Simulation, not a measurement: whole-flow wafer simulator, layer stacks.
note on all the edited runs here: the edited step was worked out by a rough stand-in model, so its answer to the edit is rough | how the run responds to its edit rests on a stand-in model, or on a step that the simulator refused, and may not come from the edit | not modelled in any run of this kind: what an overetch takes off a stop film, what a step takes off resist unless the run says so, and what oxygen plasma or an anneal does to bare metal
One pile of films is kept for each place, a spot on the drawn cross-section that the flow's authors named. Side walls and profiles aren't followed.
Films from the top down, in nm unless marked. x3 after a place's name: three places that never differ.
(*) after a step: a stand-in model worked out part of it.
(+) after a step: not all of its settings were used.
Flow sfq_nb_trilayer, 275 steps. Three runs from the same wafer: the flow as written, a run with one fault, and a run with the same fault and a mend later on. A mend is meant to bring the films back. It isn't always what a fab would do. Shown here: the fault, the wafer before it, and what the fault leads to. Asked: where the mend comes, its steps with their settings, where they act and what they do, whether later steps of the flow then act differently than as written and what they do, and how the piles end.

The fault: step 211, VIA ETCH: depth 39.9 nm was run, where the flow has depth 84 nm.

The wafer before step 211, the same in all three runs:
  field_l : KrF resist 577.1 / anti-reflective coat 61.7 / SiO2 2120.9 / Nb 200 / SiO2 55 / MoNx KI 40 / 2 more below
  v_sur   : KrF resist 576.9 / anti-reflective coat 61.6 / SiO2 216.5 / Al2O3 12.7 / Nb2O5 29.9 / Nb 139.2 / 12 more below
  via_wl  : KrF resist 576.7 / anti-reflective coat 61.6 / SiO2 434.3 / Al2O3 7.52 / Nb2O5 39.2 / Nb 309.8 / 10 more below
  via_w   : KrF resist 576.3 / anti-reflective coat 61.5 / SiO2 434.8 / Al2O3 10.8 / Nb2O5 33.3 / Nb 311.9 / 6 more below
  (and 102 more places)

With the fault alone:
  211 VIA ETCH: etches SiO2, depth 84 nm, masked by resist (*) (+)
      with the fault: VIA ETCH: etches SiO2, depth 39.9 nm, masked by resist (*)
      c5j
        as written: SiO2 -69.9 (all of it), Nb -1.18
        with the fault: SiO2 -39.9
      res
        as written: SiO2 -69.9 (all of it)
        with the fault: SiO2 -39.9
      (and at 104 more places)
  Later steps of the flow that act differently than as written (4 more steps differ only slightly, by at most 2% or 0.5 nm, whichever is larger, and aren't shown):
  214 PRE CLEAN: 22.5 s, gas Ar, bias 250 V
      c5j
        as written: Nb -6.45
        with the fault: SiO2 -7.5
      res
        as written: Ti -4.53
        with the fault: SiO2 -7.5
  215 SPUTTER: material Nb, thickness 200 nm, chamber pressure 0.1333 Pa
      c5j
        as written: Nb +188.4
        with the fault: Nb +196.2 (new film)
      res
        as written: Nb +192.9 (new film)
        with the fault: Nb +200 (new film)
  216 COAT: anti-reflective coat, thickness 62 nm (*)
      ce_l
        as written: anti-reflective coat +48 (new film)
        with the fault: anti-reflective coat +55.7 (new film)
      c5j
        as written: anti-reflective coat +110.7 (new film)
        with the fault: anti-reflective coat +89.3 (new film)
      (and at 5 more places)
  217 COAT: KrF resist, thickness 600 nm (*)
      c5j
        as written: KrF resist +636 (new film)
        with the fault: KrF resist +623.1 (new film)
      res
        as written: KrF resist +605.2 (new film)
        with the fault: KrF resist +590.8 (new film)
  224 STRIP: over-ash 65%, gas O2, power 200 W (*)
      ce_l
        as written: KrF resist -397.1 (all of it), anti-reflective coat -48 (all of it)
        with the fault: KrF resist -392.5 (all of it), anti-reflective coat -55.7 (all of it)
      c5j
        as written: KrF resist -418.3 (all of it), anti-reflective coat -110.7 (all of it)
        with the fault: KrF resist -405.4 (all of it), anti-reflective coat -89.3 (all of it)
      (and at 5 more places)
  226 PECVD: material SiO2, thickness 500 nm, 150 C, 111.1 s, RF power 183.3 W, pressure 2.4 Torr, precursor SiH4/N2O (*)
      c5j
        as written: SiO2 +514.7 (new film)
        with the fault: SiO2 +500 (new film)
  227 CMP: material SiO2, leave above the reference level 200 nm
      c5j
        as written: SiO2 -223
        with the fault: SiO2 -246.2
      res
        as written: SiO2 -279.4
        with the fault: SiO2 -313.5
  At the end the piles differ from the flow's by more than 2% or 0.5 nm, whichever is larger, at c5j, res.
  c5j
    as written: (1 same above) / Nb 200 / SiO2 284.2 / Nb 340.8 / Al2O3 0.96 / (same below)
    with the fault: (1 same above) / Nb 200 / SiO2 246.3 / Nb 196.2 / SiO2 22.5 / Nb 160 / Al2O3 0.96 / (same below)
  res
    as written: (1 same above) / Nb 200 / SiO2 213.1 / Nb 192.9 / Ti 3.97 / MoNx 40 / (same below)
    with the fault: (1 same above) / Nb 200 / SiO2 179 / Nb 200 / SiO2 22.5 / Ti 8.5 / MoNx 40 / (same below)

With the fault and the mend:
  The mend comes after step 211.
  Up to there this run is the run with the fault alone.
  211a VIA ETCH: etches SiO2, depth 44.1 nm, masked by resist (*) (+) (the flow's step 211 once more, with other settings)
      field_l, v_sur, via_wl and 101 more
        KrF resist -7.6
      c5j
        SiO2 -30 (all of it), Nb -1.18
      res
        SiO2 -30 (all of it)
  No later step of the flow acts differently than as written at any place that is followed.
  At the end the piles are the same as the flow's at every place that both follow.
